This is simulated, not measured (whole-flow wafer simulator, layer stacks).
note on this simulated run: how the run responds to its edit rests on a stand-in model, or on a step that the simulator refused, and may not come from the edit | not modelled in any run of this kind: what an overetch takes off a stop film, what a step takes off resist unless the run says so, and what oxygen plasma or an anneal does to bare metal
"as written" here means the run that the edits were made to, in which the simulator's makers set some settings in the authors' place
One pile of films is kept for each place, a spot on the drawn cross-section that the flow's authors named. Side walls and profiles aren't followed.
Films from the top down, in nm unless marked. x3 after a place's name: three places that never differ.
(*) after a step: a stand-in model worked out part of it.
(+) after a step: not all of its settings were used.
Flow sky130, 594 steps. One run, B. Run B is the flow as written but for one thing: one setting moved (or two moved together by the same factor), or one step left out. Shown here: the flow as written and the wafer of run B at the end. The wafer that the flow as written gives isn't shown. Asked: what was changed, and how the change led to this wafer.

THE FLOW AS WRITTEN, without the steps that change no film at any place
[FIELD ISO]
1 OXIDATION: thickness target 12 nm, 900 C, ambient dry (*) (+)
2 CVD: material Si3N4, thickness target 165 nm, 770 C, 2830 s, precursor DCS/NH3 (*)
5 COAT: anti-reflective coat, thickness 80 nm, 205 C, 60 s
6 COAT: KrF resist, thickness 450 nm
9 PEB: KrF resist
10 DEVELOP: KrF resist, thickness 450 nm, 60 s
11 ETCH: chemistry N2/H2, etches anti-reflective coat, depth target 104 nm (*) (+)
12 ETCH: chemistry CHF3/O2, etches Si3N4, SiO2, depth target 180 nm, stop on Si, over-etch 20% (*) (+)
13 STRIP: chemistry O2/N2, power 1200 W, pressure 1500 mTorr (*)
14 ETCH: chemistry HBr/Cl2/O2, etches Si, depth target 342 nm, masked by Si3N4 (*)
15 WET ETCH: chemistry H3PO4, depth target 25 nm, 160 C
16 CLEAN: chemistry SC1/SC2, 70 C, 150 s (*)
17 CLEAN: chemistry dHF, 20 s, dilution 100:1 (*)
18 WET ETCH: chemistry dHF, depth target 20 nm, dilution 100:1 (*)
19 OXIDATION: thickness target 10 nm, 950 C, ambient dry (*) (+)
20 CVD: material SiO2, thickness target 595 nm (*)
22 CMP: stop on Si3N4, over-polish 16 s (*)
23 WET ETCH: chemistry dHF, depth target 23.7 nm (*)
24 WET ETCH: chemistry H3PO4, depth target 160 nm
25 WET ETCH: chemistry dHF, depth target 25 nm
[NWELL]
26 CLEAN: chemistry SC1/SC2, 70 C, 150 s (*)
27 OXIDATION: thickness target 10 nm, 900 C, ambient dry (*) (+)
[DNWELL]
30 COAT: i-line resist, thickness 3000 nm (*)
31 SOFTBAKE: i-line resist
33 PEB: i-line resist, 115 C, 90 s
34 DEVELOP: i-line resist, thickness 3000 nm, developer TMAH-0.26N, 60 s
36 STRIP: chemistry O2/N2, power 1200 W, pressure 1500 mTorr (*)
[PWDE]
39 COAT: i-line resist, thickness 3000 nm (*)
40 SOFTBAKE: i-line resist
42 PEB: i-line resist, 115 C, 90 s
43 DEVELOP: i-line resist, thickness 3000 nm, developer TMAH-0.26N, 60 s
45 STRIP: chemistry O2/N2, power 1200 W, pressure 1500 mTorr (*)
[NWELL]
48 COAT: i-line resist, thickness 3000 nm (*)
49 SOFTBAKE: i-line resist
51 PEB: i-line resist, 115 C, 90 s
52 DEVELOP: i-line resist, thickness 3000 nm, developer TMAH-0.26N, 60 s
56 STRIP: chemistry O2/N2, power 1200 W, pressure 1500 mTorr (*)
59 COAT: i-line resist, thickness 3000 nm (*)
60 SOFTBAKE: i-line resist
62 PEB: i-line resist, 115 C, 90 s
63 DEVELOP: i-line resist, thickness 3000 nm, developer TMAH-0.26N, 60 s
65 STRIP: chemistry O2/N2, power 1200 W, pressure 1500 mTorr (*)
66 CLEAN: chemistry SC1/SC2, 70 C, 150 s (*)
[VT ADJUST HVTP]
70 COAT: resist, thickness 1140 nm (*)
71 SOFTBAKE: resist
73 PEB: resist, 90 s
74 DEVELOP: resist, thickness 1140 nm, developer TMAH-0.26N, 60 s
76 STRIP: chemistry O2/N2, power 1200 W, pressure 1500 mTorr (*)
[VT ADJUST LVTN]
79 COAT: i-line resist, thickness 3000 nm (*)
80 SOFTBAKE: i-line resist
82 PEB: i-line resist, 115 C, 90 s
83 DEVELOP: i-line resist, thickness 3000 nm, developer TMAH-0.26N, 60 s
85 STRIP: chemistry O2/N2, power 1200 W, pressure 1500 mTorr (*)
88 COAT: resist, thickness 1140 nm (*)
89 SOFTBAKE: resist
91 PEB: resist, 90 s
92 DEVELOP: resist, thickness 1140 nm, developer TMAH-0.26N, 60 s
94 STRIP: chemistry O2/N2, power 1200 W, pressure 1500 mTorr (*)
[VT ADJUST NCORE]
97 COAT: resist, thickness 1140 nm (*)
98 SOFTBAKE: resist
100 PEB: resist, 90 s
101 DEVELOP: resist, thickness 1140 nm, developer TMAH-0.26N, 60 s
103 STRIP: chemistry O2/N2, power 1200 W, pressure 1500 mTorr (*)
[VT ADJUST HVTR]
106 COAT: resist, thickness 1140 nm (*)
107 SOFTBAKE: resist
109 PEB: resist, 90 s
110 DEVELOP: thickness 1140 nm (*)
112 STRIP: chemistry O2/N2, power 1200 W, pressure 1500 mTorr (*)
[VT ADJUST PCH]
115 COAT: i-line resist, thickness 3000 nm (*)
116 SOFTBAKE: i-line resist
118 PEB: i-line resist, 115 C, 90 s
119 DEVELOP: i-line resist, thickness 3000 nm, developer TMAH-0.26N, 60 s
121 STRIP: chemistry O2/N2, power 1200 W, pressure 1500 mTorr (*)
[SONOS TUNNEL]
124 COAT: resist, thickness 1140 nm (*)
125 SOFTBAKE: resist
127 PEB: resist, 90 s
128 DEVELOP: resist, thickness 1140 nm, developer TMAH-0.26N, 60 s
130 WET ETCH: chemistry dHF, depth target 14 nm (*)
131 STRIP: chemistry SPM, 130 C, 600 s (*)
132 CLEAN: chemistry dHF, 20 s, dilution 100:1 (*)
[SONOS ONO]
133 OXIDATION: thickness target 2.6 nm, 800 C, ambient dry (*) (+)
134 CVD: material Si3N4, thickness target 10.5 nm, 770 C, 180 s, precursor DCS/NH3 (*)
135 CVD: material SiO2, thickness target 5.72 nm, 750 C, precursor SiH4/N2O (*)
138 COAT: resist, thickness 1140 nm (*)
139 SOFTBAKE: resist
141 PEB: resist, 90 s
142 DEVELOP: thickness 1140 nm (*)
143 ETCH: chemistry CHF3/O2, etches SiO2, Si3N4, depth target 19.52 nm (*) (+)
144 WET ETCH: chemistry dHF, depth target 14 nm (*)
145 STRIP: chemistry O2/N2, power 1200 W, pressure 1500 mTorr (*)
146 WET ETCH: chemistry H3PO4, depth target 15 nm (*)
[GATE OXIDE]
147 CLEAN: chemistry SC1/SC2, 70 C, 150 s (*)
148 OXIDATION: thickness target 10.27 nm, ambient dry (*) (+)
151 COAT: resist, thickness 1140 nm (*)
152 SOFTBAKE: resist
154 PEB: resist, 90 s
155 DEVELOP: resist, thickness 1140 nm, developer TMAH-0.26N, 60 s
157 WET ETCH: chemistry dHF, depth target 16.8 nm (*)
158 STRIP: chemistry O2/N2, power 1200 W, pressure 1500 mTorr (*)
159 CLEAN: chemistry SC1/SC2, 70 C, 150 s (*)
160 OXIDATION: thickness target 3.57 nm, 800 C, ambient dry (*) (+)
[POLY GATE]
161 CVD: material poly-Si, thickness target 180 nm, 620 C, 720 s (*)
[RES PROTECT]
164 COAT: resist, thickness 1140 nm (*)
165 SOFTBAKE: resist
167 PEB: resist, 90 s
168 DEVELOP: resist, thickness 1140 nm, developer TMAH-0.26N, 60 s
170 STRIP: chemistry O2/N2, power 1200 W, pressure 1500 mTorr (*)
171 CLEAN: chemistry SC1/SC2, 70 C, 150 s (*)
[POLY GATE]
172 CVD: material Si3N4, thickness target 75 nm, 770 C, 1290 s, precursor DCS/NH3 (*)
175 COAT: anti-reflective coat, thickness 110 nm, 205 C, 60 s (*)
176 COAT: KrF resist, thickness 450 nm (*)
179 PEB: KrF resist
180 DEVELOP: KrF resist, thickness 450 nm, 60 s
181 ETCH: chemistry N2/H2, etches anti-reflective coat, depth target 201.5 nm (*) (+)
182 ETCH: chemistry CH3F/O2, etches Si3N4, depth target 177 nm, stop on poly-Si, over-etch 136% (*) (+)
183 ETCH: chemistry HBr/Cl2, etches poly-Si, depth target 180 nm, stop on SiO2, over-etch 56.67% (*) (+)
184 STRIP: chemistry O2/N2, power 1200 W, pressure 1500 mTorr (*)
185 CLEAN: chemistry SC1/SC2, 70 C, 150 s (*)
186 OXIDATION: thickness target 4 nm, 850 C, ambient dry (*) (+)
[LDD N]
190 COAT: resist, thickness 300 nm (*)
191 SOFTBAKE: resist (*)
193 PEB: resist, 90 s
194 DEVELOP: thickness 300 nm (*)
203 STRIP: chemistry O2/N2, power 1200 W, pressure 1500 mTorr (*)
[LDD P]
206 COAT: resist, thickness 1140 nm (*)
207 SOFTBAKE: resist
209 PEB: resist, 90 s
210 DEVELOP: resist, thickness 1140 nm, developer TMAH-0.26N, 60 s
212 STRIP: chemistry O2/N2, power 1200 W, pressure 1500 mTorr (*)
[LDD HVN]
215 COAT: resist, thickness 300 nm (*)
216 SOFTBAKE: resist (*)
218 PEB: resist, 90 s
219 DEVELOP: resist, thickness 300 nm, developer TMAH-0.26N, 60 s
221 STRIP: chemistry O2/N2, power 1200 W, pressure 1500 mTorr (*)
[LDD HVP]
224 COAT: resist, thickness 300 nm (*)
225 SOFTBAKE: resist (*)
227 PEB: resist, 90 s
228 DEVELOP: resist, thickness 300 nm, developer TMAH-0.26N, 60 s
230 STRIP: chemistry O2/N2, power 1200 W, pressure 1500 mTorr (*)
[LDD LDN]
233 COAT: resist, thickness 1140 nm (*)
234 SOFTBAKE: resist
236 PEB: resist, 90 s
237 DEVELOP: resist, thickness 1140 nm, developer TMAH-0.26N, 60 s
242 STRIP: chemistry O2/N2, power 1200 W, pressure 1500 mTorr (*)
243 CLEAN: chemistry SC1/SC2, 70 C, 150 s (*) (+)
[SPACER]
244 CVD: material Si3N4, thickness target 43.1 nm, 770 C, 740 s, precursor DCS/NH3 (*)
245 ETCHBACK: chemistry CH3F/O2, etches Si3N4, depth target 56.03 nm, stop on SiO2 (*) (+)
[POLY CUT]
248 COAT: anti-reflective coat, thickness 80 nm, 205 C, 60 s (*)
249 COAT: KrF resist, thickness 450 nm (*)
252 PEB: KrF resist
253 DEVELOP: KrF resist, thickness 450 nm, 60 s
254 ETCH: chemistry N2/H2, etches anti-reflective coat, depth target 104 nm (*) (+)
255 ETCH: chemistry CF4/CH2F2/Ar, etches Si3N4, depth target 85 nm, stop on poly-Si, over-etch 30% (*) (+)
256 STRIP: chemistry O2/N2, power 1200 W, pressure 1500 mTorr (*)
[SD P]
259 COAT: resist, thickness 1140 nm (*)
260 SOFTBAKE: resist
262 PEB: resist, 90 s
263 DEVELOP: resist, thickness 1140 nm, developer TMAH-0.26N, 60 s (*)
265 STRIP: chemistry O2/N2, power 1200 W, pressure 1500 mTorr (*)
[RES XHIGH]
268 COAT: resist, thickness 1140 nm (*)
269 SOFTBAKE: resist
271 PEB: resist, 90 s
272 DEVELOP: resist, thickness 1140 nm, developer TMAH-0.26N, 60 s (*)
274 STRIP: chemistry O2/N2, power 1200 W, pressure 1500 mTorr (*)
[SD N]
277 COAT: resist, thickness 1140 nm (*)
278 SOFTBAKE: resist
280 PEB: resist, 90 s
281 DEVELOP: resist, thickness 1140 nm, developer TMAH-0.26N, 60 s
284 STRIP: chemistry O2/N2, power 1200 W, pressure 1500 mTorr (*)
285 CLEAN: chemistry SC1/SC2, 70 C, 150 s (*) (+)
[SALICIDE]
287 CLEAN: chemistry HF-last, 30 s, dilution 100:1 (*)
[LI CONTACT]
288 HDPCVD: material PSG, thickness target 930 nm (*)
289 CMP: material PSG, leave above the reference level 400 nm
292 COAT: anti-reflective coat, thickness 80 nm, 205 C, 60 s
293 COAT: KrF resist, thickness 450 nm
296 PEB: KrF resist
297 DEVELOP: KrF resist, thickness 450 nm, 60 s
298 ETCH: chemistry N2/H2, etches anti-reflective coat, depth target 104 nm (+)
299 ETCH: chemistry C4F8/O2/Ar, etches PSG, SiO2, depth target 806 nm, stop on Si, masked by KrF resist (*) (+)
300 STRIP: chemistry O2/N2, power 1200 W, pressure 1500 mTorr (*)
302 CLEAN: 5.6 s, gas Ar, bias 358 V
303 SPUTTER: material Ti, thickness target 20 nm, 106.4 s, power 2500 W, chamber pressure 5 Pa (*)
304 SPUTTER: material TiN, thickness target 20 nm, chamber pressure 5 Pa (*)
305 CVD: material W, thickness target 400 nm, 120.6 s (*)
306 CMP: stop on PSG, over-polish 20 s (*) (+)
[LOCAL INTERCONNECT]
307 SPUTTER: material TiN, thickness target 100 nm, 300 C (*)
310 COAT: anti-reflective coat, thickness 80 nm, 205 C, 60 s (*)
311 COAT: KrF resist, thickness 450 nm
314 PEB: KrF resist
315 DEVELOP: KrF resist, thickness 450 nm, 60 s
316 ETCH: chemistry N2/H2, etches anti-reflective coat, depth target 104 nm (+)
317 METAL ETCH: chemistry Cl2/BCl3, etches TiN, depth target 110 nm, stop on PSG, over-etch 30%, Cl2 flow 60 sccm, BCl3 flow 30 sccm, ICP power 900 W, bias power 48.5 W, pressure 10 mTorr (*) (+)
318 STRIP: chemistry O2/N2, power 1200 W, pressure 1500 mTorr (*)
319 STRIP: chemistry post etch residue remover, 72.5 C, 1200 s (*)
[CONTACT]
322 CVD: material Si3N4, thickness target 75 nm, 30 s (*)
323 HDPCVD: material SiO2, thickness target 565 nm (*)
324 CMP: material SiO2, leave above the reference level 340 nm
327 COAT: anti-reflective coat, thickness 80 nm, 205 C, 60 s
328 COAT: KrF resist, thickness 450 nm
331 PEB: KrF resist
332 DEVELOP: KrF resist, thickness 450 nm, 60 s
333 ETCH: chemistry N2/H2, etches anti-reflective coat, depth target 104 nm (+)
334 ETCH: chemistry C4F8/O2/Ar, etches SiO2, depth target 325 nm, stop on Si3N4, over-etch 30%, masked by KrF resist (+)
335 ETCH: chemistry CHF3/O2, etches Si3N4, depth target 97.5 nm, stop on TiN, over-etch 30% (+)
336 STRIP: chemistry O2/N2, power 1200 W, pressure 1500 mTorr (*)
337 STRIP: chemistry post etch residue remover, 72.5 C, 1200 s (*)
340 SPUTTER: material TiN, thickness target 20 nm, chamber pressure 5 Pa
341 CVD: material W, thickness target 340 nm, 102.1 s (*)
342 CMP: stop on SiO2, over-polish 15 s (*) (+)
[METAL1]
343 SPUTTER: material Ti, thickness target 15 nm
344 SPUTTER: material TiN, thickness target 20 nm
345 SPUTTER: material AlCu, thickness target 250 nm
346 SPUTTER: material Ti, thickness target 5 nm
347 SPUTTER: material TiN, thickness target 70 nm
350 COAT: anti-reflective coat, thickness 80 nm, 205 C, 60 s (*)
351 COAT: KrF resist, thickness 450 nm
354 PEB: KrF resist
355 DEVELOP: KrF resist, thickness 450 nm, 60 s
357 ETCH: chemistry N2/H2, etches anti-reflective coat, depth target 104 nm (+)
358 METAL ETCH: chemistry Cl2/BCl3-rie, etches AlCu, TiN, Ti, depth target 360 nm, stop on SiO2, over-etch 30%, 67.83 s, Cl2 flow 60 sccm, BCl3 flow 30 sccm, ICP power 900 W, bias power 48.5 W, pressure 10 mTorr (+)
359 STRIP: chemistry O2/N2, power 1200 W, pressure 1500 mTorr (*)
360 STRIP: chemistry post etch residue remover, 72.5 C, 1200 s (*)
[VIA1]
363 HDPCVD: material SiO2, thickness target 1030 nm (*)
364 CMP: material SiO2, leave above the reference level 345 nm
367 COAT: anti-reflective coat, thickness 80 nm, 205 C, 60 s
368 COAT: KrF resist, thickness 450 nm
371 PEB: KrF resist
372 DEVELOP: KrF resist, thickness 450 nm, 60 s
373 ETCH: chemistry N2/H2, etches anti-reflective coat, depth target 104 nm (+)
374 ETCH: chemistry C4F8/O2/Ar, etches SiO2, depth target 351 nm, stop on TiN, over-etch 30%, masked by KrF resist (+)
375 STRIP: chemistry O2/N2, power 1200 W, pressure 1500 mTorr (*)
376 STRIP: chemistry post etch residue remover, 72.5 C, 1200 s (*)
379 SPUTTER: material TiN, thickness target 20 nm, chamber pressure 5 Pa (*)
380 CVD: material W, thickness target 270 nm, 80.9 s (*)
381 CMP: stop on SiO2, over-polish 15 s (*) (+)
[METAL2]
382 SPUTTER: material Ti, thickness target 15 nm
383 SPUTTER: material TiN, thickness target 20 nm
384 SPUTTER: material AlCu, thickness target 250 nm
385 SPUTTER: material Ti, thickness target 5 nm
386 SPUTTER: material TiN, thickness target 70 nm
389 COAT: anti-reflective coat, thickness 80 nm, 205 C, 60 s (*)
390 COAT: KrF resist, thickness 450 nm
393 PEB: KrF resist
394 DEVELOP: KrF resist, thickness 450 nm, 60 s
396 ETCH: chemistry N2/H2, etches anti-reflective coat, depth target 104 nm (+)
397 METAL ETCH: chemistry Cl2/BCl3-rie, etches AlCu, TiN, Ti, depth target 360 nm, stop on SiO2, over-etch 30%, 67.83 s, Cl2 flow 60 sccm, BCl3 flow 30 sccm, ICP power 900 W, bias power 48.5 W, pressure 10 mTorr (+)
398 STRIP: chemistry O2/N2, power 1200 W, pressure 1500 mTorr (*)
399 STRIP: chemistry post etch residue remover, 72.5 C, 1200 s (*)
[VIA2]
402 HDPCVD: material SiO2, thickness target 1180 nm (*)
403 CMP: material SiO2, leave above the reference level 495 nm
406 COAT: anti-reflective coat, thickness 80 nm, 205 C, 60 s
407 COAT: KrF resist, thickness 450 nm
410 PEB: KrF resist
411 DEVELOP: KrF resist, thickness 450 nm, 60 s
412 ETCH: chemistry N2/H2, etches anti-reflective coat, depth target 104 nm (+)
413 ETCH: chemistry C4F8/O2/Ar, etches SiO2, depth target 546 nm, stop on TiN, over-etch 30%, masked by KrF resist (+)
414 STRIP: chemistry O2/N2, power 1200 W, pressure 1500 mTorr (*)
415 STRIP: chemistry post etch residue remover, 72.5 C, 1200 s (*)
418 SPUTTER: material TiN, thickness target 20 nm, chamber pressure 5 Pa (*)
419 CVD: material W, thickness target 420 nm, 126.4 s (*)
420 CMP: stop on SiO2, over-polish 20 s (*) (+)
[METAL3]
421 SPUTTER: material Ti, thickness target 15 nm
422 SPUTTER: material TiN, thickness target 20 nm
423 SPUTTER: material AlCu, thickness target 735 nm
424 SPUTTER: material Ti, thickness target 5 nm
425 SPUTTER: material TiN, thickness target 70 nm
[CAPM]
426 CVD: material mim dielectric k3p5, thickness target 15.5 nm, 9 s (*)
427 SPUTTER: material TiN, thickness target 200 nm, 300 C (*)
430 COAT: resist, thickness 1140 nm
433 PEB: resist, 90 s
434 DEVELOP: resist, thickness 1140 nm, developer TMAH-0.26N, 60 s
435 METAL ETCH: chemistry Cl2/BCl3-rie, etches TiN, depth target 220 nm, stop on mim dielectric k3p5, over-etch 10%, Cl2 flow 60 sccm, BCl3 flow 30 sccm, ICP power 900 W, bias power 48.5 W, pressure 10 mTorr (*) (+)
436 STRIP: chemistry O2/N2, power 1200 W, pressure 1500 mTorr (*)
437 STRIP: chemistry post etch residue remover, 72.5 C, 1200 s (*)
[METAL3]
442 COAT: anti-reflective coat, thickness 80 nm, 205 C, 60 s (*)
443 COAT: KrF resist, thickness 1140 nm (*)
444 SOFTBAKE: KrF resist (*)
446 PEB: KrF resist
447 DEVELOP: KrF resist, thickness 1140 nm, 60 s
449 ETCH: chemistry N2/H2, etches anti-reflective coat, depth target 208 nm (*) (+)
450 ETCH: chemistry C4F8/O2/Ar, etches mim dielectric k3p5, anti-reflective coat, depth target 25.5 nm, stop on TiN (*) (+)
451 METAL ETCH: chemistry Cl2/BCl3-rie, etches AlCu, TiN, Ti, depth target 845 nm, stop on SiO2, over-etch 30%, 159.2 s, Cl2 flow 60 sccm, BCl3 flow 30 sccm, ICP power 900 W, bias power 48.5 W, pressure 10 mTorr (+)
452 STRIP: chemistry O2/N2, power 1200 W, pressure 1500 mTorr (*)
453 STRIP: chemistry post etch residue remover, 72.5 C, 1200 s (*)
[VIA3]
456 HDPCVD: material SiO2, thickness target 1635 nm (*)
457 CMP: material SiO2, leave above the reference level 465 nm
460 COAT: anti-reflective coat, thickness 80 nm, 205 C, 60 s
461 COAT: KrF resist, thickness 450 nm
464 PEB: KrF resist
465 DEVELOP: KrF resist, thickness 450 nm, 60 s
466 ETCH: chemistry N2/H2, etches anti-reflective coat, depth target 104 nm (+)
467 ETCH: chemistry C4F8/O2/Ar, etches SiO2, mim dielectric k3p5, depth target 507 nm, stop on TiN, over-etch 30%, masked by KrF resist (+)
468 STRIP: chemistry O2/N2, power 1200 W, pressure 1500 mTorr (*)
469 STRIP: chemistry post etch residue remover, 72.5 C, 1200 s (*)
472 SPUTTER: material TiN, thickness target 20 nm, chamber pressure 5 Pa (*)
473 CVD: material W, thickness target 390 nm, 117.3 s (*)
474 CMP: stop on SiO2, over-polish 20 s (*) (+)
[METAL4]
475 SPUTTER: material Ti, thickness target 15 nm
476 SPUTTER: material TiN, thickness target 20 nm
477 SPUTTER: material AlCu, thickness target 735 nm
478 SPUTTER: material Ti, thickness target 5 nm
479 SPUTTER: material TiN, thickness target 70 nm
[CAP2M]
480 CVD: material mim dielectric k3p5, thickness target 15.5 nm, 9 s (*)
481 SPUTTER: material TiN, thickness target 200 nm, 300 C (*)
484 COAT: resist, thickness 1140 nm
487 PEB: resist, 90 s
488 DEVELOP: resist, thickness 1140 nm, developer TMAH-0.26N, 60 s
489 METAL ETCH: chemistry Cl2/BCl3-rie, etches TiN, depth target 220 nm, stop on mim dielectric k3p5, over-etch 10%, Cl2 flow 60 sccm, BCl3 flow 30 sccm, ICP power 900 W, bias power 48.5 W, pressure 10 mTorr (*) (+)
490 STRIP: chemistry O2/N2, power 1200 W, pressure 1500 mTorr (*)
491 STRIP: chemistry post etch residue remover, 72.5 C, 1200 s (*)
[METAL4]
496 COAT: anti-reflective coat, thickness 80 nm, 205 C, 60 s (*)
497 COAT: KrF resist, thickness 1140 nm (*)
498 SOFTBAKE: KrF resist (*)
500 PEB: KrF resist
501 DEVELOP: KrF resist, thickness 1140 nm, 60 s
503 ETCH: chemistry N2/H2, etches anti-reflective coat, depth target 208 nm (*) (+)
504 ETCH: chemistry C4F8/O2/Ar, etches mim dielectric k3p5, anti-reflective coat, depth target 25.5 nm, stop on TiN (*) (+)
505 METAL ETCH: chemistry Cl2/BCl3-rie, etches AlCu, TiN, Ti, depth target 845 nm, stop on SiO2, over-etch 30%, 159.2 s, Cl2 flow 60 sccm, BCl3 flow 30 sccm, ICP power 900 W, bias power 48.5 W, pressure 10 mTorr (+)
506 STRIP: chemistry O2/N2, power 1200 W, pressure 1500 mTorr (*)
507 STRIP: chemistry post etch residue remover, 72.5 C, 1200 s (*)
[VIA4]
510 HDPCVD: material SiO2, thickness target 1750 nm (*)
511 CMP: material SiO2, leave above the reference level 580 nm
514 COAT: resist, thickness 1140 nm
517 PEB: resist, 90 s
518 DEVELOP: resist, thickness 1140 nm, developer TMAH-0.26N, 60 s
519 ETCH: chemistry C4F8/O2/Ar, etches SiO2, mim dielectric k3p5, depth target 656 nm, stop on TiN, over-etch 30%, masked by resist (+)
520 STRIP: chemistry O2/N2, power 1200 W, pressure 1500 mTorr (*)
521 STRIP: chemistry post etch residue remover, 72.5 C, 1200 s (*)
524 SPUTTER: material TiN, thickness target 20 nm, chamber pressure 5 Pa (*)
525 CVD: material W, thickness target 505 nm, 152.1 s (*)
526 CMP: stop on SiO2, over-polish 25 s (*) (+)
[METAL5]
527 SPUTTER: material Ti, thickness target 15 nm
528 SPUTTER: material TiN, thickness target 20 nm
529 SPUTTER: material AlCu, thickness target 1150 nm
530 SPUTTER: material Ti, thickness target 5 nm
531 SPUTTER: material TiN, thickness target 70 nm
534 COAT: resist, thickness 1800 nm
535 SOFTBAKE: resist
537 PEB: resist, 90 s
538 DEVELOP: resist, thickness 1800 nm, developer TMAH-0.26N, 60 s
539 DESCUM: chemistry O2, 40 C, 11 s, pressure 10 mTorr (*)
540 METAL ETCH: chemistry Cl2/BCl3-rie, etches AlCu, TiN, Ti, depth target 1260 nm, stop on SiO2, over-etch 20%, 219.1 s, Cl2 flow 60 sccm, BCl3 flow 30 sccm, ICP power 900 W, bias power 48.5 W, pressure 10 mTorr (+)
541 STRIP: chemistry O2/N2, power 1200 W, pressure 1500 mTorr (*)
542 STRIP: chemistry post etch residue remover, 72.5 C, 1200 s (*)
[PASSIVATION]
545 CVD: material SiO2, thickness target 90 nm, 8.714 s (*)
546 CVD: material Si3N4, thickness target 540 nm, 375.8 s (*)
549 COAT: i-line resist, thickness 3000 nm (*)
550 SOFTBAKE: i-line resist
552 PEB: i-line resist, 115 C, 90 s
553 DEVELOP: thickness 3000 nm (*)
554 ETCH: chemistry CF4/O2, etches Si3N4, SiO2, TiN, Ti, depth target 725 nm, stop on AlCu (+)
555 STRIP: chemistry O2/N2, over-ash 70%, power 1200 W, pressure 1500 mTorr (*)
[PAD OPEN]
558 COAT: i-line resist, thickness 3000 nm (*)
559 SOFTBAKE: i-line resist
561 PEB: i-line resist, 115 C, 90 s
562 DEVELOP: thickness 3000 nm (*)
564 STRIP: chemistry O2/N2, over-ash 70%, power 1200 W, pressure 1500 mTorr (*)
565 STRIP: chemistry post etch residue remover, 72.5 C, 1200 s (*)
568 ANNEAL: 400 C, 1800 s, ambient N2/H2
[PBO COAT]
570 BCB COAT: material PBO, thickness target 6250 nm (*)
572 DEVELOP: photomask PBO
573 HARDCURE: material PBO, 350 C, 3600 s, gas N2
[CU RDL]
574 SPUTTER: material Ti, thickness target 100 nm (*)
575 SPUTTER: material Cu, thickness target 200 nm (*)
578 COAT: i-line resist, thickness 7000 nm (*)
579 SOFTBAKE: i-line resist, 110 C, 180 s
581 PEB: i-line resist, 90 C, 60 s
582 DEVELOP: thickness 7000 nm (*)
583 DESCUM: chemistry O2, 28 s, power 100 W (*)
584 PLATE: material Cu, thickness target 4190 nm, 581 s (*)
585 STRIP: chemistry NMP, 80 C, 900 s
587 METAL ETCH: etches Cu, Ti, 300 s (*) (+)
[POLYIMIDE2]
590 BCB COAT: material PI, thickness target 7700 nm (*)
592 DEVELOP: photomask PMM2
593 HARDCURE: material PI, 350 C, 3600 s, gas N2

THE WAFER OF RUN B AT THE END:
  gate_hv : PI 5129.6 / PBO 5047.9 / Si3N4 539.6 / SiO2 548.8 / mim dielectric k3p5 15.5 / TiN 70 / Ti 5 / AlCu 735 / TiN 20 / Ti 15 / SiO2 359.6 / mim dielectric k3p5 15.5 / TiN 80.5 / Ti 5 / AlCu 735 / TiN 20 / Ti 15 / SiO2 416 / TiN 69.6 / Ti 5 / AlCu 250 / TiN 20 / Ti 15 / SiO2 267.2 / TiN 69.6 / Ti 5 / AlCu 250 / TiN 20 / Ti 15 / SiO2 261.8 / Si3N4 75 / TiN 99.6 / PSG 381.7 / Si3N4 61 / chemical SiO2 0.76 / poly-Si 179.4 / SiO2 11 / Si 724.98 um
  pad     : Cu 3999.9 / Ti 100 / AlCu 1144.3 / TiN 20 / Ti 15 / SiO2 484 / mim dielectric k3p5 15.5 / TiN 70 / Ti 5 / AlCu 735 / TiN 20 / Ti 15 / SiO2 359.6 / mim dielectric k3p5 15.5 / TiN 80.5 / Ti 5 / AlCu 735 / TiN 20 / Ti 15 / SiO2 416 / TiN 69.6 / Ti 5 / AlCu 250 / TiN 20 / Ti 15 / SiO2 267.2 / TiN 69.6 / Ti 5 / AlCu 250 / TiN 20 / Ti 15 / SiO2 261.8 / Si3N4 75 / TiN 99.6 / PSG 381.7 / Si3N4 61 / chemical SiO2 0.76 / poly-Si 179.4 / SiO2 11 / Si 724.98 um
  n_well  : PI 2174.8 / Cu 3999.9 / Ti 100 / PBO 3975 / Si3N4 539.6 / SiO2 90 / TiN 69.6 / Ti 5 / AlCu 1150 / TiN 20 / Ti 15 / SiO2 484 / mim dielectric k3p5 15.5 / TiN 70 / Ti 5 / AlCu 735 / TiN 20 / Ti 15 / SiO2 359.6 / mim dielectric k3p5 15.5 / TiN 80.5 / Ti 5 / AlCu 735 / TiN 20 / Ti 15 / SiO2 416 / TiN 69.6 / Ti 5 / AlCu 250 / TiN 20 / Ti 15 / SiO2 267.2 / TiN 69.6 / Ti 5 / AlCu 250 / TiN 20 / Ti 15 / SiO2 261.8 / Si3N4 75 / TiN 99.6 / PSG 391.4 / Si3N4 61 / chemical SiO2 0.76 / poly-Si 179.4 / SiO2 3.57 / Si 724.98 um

The cause: step 425, SPUTTER: thickness target 80.5 nm was run, where the flow has thickness target 70 nm.
It can be read off the wafer: gate_hv has TiN 80.5, and step 425 as written asks for 70 nm.

How the change led to this, step by step:
  425 SPUTTER: material TiN, thickness target 70 nm
      field, active, n_well and 188 more: TiN +80.5 (new film) (as written it would be: TiN +70 (new film))
  451 METAL ETCH: chemistry Cl2/BCl3-rie, etches AlCu, TiN, Ti, depth target 845 nm, stop on SiO2, over-etch 30%, 159.2 s, Cl2 flow 60 sccm, BCl3 flow 30 sccm, ICP power 900 W, bias power 48.5 W, pressure 10 mTorr (+)
      field, active, gate and 69 more: TiN -80.5 (all of it), Ti -5 (all of it), AlCu -735 (all of it), TiN -20 (all of it), Ti -15 (all of it), SiO2 -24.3 (as written it would be: TiN -70 (all of it), Ti -5 (all of it), AlCu -735 (all of it), TiN -20 (all of it), Ti -15 (all of it), SiO2 -25.4)
      vpp_ln, vpp_iso2, ndiff_ln and 10 more: TiN -80.5 (all of it), Ti -5 (all of it), AlCu -735 (all of it), TiN -20 (all of it), Ti -15 (all of it), SiO2 -24.3 (as written it would be: TiN -70 (all of it), Ti -5 (all of it), AlCu -735 (all of it), TiN -20 (all of it), Ti -15 (all of it), SiO2 -25.3)
  467 ETCH: chemistry C4F8/O2/Ar, etches SiO2, mim dielectric k3p5, depth target 507 nm, stop on TiN, over-etch 30%, masked by KrF resist (+)
      field, active, n_well and 187 more: KrF resist -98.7 (as written it would be: KrF resist -101.4)
      m1: SiO2 -364 (all of it), mim dielectric k3p5 -15.5 (all of it) (as written it would be: SiO2 -374.5 (all of it), mim dielectric k3p5 -15.5 (all of it))
      (and at 1 more place)
